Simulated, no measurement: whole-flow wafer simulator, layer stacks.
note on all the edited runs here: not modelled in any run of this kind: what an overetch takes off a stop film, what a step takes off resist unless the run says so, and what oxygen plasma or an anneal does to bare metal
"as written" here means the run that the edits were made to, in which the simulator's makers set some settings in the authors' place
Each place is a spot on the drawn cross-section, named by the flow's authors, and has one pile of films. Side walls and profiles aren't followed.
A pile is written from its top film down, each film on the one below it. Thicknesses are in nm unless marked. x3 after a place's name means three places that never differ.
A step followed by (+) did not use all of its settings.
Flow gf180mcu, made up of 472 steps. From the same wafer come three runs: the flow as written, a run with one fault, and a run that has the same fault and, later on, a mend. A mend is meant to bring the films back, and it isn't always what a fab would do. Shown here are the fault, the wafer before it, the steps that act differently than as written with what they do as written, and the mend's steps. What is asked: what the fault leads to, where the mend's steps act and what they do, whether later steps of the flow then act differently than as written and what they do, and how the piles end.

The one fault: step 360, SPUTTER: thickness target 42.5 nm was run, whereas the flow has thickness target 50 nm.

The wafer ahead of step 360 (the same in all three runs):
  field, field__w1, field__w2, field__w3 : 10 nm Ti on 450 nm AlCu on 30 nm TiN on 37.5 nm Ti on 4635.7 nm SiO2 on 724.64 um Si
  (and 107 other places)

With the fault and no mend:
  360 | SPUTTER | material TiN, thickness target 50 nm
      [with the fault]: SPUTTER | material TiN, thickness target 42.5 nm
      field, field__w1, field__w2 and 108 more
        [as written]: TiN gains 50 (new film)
        [with the fault]: TiN gains 42.5 (new film)
  Steps later in the flow that act otherwise than as written (not shown: 5 more steps that differ only slightly, by at most 2% or 0.5 nm, whichever is larger):
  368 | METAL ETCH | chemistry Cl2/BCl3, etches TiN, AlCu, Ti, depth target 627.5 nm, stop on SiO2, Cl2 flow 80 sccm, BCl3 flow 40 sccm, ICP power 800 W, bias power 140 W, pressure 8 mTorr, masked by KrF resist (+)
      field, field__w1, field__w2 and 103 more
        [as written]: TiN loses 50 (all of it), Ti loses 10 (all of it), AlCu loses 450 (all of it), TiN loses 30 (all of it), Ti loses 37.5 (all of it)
        [with the fault]: TiN loses 42.5 (all of it), Ti loses 10 (all of it), AlCu loses 450 (all of it), TiN loses 30 (all of it), Ti loses 37.5 (all of it)
  By the end, the piles at field__w8, contact, m1, m1__w1, m1_nw depart from the flow's by more than 2% or 0.5 nm, whichever is larger.
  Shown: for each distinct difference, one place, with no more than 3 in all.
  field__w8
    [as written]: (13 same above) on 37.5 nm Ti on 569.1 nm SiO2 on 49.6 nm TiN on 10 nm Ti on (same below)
    [with the fault]: (13 same above) on 37.5 nm Ti on 576.6 nm SiO2 on 42.1 nm TiN on 10 nm Ti on (same below)
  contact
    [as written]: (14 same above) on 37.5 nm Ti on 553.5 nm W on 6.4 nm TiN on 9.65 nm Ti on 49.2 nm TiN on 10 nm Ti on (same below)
    [with the fault]: (14 same above) on 37.5 nm Ti on 561.1 nm W on 6.38 nm TiN on 9.61 nm Ti on 41.7 nm TiN on 10 nm Ti on (same below)

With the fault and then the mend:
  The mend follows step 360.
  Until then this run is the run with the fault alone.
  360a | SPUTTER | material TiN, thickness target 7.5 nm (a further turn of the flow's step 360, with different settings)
      field, field__w1, field__w2 and 108 more
        TiN gains 7.5
  Every later step of the flow that is run acts as written at every place that is followed.
  The piles end the same as the flow's at every place that both follow.
